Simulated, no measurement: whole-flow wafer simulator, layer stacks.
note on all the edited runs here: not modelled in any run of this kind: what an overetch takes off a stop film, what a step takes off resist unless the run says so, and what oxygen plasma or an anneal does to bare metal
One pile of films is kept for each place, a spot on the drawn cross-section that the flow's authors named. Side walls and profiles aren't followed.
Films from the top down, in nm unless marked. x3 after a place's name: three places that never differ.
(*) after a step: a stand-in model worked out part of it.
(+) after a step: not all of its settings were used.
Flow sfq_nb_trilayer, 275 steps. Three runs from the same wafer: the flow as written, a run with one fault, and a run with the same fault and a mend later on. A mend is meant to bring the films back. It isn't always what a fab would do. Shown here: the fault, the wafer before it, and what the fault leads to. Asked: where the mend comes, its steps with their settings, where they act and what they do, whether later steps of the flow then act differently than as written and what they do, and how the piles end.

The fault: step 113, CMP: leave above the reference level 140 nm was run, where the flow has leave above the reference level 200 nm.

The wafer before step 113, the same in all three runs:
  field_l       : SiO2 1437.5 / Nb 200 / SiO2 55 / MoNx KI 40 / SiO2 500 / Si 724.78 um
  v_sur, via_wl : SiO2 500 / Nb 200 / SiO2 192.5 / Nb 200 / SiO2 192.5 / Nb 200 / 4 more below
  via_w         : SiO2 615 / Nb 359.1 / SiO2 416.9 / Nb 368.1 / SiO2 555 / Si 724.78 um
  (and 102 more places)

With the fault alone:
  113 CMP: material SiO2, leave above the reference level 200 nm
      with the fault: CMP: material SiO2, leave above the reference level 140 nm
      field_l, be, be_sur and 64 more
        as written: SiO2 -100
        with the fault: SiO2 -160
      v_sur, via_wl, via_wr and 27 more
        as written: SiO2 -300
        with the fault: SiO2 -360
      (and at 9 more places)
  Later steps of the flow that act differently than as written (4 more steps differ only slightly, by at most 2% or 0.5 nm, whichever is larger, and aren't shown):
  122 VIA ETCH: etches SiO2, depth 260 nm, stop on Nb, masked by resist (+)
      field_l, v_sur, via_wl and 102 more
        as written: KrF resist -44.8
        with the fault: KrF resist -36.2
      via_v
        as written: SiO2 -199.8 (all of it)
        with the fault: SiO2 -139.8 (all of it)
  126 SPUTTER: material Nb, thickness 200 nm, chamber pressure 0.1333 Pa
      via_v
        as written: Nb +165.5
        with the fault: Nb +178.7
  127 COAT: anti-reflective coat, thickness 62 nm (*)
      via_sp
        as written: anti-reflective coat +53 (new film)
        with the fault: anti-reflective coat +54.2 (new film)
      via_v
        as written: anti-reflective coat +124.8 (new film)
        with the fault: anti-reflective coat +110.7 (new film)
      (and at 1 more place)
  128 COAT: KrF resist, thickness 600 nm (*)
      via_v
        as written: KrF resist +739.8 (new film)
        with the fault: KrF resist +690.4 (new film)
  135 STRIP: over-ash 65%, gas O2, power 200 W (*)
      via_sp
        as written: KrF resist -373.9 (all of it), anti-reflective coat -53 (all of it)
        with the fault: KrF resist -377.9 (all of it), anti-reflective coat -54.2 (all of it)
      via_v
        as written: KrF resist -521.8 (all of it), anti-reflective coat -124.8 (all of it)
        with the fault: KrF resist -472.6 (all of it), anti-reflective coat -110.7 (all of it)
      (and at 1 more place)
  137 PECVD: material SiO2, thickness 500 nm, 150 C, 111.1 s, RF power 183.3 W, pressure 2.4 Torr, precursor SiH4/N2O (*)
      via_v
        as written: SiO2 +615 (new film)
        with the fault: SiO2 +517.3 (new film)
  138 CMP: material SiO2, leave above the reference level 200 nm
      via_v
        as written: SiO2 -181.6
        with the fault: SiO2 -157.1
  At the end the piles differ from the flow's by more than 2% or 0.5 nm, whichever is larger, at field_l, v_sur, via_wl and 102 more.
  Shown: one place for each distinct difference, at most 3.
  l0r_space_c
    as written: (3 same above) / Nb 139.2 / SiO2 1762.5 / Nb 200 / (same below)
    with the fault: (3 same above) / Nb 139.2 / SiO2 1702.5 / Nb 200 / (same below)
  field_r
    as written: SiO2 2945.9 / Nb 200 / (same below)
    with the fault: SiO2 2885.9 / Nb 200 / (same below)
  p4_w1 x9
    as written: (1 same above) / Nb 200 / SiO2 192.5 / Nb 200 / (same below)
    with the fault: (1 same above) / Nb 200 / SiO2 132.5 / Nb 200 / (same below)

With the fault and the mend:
  The mend comes after step 114.
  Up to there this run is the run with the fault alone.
  114a PECVD: material SiO2, thickness 60 nm, 150 C, 13.33 s, RF power 183.3 W, pressure 2.4 Torr, precursor SiH4/N2O (the flow's step 112 once more, with other settings)
      field_l, v_sur, via_wl and 103 more
        SiO2 +60
  No later step of the flow acts differently than as written, at any place that is followed, by more than 2% or 0.5 nm, whichever is larger.
  At the end the piles are the same as the flow's at every place that both follow.
